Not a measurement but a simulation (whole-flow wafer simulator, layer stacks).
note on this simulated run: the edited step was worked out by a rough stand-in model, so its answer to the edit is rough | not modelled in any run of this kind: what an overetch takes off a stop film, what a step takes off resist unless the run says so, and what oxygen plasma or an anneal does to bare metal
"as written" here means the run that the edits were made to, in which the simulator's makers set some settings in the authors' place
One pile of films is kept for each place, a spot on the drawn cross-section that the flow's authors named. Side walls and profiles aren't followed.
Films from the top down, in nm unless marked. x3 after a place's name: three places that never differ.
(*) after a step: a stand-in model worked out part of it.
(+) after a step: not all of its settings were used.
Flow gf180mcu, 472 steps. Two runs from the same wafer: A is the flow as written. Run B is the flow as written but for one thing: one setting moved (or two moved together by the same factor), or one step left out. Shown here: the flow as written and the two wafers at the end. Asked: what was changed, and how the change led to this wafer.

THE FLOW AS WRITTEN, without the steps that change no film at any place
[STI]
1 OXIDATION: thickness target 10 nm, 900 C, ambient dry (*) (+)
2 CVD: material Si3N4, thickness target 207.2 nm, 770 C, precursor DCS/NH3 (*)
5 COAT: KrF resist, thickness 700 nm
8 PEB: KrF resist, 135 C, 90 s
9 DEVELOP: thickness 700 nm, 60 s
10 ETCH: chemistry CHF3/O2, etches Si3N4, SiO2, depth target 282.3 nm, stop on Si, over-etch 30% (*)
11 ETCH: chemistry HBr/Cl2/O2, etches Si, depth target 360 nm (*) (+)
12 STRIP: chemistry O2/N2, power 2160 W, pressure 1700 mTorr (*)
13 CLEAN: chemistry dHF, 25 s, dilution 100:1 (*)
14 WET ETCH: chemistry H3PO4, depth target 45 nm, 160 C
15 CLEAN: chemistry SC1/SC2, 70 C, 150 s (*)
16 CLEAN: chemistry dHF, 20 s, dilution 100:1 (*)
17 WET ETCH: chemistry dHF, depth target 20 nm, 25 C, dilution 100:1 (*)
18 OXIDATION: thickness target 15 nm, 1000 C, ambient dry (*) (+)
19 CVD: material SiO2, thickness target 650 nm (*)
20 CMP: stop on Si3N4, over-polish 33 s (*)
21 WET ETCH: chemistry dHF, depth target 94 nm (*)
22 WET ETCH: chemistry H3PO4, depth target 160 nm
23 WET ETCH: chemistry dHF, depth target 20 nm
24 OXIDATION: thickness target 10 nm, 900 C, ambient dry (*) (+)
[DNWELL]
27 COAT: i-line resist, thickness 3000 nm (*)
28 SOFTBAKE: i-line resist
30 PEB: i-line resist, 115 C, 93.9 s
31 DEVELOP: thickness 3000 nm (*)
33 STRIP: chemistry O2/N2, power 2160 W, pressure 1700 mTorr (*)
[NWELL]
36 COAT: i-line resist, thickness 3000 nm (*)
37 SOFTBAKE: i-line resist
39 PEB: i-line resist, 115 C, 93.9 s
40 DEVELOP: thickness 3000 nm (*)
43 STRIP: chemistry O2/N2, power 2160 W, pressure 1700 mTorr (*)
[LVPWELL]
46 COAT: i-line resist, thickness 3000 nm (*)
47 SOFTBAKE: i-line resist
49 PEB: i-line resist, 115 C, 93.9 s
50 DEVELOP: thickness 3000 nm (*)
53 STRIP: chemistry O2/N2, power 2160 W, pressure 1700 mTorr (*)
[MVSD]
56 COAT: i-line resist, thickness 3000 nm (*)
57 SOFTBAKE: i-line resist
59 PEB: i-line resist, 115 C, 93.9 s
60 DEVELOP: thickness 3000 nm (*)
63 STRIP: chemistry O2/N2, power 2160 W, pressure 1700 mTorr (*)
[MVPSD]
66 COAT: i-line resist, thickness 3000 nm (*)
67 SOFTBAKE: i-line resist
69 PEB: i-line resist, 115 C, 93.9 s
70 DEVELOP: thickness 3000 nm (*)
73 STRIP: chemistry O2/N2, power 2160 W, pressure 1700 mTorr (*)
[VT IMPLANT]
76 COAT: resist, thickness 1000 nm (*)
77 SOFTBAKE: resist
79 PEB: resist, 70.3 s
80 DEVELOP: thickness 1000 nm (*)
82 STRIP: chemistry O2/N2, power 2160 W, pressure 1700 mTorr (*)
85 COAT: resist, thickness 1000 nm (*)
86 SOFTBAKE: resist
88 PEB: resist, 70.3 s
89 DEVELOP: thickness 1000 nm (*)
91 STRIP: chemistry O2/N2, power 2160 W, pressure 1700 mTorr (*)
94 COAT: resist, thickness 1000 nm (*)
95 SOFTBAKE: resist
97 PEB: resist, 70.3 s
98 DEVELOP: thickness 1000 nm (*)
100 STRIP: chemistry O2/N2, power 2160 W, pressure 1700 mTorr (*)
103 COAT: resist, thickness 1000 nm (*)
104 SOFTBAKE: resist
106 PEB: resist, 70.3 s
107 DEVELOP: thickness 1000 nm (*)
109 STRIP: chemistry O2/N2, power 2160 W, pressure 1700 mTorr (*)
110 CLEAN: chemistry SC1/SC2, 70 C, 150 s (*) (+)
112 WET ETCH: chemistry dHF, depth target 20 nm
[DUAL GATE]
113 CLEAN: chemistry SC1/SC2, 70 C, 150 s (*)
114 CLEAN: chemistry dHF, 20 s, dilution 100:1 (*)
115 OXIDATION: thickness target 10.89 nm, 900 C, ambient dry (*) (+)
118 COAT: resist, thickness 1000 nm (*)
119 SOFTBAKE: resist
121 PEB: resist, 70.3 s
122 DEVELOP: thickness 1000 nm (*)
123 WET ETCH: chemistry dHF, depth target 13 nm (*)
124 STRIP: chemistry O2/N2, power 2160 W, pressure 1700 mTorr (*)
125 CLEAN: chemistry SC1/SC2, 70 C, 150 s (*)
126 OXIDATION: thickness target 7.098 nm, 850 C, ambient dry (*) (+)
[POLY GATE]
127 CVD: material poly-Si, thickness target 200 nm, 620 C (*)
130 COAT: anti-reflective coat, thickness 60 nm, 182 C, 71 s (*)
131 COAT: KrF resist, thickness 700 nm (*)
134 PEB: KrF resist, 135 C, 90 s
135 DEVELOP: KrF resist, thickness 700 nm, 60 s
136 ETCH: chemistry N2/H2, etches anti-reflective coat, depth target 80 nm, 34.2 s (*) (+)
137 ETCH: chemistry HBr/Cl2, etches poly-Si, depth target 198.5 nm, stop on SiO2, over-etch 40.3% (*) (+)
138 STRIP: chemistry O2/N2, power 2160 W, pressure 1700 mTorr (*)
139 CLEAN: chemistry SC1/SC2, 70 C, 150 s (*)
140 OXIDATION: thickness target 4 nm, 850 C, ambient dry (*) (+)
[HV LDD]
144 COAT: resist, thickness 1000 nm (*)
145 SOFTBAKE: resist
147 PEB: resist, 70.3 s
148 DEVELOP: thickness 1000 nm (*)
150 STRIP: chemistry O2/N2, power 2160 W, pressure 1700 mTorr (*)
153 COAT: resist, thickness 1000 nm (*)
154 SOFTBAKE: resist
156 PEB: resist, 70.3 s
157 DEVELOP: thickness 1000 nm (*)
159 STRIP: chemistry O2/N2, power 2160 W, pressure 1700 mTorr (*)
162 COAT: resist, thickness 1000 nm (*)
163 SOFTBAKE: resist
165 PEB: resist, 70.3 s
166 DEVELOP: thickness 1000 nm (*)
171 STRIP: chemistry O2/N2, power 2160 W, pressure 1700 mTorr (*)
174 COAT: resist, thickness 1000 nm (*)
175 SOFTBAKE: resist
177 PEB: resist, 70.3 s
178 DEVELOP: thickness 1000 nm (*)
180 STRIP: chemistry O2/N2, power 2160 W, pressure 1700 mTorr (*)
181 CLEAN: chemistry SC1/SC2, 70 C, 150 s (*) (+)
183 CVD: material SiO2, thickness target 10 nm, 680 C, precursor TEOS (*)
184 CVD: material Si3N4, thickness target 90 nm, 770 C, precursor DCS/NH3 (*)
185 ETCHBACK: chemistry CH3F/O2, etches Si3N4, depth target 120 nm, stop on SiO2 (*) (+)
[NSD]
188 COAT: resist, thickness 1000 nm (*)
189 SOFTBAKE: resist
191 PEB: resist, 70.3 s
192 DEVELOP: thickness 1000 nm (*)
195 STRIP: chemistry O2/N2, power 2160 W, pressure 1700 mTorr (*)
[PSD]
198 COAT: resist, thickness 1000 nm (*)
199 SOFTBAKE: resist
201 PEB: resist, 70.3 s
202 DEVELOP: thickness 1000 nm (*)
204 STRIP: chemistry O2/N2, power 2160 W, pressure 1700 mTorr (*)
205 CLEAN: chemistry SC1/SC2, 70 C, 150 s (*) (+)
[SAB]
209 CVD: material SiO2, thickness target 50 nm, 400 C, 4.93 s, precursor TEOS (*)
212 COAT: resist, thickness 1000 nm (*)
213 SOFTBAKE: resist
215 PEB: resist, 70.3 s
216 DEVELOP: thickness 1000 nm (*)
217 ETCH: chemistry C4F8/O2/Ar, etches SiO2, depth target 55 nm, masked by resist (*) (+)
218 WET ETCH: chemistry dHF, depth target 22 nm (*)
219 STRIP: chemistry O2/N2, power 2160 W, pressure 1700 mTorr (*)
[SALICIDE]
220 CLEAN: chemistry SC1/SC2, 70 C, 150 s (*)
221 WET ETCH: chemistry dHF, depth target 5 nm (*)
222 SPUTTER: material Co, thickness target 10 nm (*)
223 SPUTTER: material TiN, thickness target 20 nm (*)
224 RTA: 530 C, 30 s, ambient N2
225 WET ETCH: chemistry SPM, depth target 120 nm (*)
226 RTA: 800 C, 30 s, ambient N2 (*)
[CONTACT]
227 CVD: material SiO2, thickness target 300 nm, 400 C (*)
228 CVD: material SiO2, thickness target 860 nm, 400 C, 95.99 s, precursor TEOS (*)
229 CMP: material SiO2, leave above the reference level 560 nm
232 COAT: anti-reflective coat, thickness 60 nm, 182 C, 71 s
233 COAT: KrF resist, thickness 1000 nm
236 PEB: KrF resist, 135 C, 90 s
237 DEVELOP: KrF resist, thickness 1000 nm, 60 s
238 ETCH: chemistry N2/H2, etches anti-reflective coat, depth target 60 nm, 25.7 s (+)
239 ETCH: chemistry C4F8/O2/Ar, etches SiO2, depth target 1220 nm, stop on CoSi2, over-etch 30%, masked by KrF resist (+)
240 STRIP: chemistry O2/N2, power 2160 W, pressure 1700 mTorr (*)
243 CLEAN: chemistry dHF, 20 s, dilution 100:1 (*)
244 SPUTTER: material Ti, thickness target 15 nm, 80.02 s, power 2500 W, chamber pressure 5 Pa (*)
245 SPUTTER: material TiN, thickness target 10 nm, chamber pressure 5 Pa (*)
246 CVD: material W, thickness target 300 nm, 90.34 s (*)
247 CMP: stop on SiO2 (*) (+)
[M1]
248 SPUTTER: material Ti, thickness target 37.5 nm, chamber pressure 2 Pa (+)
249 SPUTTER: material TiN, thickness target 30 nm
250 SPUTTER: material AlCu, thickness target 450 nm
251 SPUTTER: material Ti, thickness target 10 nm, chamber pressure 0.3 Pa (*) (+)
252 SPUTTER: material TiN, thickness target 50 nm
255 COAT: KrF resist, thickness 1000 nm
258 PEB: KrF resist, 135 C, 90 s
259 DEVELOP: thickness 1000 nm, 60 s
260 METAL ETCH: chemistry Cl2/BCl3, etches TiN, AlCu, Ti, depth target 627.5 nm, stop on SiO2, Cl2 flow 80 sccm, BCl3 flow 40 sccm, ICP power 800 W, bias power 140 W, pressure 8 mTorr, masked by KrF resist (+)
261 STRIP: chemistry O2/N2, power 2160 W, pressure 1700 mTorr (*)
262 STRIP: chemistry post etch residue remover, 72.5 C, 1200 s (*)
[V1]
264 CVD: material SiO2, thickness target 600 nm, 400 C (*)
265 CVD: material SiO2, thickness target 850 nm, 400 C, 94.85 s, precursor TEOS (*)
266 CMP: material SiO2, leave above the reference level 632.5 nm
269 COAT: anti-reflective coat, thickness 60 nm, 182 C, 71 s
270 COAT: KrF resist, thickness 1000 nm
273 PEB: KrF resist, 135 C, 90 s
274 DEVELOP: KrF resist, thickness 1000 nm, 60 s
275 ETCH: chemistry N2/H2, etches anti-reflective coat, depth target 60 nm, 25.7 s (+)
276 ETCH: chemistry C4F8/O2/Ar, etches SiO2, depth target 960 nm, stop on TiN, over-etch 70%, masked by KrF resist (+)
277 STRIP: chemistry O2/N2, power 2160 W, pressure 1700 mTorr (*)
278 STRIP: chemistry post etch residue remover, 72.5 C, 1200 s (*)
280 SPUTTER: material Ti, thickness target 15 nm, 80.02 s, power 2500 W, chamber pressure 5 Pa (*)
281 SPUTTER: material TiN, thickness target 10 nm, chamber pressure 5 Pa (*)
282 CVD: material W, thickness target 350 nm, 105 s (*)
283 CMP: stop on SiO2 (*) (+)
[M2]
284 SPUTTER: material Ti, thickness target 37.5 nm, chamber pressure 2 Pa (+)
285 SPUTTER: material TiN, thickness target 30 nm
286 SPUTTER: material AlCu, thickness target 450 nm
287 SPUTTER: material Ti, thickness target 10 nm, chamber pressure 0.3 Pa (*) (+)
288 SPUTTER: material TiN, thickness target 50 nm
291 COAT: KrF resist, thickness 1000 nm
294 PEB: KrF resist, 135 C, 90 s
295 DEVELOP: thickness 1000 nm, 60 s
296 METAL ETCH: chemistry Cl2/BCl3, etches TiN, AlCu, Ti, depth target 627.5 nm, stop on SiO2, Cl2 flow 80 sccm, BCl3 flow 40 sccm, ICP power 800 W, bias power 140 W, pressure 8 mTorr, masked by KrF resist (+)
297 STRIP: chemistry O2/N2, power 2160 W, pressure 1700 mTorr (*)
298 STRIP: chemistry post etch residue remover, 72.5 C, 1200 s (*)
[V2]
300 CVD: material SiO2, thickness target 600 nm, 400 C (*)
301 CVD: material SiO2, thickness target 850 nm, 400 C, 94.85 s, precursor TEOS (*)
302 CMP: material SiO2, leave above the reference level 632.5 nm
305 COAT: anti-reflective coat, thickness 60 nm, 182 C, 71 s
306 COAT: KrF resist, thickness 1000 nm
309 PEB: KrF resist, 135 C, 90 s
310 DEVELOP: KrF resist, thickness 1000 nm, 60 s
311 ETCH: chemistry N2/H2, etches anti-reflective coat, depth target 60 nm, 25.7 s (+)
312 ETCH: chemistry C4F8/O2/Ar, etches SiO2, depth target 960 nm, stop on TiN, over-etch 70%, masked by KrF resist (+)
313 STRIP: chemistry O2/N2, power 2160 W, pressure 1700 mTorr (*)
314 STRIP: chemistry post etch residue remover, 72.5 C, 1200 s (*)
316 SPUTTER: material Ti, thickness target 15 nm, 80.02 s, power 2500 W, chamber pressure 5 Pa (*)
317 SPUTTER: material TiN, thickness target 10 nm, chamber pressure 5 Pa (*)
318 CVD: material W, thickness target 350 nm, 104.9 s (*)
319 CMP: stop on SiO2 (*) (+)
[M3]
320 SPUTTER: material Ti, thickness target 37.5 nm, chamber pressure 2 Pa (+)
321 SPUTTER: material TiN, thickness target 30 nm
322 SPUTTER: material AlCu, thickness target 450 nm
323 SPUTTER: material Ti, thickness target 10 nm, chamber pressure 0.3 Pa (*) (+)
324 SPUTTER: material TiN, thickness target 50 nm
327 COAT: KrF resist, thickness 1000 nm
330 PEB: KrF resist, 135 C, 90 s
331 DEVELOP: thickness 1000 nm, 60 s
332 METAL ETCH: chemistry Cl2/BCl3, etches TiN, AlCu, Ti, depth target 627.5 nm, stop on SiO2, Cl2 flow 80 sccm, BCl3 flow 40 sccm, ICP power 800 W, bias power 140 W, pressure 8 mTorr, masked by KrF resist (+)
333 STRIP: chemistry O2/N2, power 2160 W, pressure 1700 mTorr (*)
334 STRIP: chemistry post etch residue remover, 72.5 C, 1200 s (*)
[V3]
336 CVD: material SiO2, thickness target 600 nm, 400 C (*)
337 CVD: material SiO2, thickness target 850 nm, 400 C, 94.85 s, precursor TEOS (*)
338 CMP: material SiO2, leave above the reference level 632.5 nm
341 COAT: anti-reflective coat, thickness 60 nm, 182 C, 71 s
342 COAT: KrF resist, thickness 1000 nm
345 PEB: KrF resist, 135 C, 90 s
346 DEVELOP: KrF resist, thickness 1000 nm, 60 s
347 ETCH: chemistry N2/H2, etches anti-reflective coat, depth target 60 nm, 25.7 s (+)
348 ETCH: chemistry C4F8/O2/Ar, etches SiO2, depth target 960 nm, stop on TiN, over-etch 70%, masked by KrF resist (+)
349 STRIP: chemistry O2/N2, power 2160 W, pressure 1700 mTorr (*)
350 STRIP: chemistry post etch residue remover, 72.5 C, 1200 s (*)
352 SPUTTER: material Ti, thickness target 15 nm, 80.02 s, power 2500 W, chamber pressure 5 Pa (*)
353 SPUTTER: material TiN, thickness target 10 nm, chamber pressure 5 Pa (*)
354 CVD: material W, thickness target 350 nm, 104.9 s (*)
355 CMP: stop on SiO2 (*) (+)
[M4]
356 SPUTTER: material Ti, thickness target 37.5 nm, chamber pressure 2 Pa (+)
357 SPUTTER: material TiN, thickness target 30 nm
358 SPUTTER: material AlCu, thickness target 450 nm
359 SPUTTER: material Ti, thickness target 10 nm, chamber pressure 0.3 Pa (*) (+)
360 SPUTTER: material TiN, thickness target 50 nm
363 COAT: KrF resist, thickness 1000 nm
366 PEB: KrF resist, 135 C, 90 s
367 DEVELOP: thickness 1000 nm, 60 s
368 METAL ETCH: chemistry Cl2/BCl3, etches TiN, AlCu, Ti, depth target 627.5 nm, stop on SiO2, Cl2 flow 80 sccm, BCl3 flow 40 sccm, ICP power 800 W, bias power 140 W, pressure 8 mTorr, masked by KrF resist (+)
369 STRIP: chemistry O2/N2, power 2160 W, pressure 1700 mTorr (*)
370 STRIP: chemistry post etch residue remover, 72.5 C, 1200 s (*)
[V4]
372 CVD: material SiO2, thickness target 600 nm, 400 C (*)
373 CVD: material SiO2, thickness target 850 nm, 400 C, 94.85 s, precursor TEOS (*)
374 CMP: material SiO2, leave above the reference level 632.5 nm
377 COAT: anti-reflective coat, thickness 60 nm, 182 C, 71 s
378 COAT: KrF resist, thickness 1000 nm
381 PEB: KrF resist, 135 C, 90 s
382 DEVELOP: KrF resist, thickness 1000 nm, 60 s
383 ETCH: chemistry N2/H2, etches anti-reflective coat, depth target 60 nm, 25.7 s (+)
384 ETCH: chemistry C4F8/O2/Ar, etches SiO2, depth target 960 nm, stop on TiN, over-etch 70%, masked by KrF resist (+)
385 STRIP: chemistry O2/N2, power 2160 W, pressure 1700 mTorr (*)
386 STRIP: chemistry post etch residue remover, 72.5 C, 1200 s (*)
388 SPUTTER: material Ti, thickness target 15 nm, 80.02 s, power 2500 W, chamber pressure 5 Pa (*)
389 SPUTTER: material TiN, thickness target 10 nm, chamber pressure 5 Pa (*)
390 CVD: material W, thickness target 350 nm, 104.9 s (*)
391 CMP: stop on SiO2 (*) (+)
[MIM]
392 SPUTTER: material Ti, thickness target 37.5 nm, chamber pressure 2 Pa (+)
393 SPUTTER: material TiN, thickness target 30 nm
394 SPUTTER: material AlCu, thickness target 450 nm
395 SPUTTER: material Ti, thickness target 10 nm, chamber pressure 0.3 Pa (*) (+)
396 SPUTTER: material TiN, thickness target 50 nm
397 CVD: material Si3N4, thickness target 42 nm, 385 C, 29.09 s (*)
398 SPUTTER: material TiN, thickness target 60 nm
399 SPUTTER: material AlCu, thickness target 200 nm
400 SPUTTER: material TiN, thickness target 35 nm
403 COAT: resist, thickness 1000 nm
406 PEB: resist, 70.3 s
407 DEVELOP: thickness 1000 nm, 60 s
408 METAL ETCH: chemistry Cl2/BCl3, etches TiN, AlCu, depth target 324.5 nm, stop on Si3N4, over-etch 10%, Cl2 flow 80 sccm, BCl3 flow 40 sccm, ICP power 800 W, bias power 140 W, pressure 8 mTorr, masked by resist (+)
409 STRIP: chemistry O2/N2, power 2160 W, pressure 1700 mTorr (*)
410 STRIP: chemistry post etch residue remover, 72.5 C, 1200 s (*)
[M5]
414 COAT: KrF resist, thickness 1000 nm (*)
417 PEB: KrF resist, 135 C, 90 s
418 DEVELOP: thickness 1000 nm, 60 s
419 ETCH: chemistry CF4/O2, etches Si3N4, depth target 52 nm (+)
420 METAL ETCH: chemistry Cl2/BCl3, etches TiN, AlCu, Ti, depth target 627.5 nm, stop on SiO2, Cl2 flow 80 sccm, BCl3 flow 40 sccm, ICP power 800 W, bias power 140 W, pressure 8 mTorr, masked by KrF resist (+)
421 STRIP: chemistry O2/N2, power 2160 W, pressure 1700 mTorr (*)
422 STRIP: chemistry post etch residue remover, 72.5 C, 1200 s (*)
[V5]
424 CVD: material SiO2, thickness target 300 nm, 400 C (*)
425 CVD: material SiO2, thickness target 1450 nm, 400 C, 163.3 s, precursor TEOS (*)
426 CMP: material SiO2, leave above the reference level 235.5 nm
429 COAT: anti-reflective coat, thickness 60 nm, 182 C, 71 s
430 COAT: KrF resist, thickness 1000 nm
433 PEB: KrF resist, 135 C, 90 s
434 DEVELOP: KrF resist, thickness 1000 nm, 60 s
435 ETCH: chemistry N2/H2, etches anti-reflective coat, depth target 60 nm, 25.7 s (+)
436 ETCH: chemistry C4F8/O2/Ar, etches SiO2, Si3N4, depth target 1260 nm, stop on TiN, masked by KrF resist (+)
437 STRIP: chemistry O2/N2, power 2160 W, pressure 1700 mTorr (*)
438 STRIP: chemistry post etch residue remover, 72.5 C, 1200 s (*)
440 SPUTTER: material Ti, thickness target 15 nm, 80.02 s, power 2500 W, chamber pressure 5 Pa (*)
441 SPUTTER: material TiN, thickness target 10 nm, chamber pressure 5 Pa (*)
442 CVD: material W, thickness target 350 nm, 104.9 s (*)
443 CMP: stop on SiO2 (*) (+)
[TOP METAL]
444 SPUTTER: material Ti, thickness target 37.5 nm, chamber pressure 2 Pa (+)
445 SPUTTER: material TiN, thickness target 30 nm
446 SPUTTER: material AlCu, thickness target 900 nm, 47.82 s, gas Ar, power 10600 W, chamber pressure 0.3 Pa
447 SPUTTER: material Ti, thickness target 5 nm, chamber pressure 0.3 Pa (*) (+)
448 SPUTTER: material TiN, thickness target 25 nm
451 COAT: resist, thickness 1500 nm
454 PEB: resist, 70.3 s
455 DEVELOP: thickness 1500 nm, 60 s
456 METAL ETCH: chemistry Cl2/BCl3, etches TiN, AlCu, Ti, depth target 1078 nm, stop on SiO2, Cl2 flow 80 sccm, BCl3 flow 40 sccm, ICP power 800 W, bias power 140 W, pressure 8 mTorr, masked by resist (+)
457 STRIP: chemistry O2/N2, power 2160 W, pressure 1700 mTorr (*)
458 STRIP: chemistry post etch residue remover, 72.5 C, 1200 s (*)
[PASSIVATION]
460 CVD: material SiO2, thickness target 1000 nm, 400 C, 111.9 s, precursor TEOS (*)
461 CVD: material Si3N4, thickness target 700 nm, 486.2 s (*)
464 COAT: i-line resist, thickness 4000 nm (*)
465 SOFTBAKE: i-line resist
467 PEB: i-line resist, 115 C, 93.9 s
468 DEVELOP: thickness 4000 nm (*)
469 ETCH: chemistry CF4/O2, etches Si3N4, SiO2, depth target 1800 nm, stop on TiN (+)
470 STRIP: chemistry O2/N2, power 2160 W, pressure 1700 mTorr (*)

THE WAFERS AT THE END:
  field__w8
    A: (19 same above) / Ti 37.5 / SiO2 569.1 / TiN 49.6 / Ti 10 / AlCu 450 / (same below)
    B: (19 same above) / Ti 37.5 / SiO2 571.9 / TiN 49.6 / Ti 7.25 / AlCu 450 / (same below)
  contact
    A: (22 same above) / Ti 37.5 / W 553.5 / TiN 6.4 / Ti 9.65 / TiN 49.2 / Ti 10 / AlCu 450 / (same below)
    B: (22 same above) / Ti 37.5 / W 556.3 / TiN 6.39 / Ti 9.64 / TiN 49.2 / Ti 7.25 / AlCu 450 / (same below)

The cause: step 323, SPUTTER: thickness target 7.25 nm was run, where the flow has thickness target 10 nm.
It can be read off the wafer: field__w8 has Ti 7.25, and step 323 as written asks for 10 nm.

How the change led to this, step by step:
  323 SPUTTER: material Ti, thickness target 10 nm, chamber pressure 0.3 Pa (*) (+)
      field, field__w1, field__w2 and 108 more: A Ti +10 (new film) | B Ti +7.25 (new film)
  332 METAL ETCH: chemistry Cl2/BCl3, etches TiN, AlCu, Ti, depth target 627.5 nm, stop on SiO2, Cl2 flow 80 sccm, BCl3 flow 40 sccm, ICP power 800 W, bias power 140 W, pressure 8 mTorr, masked by KrF resist (+)
      field, field__w1, field__w2 and 103 more: A TiN -50 (all of it), Ti -10 (all of it), AlCu -450 (all of it), TiN -30 (all of it), Ti -37.5 (all of it) | B TiN -50 (all of it), Ti -7.25 (all of it), AlCu -450 (all of it), TiN -30 (all of it), Ti -37.5 (all of it)
